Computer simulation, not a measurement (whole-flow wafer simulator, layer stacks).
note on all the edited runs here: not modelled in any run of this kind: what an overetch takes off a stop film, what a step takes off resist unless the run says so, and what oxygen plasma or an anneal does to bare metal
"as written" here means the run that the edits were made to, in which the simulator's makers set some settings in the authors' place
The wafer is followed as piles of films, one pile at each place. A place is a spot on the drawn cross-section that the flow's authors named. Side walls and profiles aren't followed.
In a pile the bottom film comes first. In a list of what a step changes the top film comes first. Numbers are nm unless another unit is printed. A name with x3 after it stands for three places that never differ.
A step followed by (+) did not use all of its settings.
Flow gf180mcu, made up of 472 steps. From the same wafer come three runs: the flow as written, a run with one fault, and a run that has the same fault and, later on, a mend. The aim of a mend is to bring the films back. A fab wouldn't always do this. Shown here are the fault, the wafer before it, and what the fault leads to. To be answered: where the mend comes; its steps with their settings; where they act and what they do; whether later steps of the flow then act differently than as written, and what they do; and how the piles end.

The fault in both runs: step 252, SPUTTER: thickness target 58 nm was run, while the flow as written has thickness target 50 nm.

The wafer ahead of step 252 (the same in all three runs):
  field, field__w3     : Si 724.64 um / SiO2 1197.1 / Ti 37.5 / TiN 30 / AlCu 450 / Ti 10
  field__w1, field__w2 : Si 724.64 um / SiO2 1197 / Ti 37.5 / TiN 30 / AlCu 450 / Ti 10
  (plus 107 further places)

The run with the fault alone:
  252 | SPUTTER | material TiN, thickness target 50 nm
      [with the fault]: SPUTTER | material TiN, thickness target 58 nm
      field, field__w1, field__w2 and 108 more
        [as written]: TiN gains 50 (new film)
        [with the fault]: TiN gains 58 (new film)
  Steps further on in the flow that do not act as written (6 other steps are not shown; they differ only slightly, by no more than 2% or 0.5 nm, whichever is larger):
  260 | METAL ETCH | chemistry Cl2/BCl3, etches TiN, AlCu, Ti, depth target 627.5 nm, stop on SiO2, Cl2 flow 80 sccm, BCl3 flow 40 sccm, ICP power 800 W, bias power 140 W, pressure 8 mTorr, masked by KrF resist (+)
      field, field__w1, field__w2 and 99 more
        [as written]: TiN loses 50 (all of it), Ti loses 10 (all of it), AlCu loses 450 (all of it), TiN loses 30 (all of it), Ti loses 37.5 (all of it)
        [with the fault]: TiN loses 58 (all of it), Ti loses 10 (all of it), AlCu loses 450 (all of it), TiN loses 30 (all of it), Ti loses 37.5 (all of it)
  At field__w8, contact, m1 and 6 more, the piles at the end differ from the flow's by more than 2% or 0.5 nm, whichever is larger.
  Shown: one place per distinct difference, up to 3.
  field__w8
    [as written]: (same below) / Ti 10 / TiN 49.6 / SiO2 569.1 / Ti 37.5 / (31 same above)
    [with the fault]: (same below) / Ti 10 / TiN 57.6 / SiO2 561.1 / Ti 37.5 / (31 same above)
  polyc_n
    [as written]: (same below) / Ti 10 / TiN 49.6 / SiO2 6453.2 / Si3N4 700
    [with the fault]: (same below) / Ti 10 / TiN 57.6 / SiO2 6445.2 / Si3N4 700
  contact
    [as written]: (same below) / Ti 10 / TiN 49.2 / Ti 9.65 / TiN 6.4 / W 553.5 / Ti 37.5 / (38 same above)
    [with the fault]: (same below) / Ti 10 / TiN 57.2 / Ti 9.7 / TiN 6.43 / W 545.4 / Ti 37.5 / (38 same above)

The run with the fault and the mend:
  The mend follows step 252.
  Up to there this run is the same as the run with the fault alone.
  252a | METAL ETCH | chemistry Cl2/BCl3, etches TiN, AlCu, Ti, depth target 8 nm, Cl2 flow 80 sccm, BCl3 flow 40 sccm, ICP power 800 W, bias power 140 W, pressure 8 mTorr
      field, field__w1, field__w2 and 108 more
        TiN loses 8
  None of the later steps of the flow acts differently than as written at any place that is followed.
  The piles end the same as the flow's at every place that both follow.
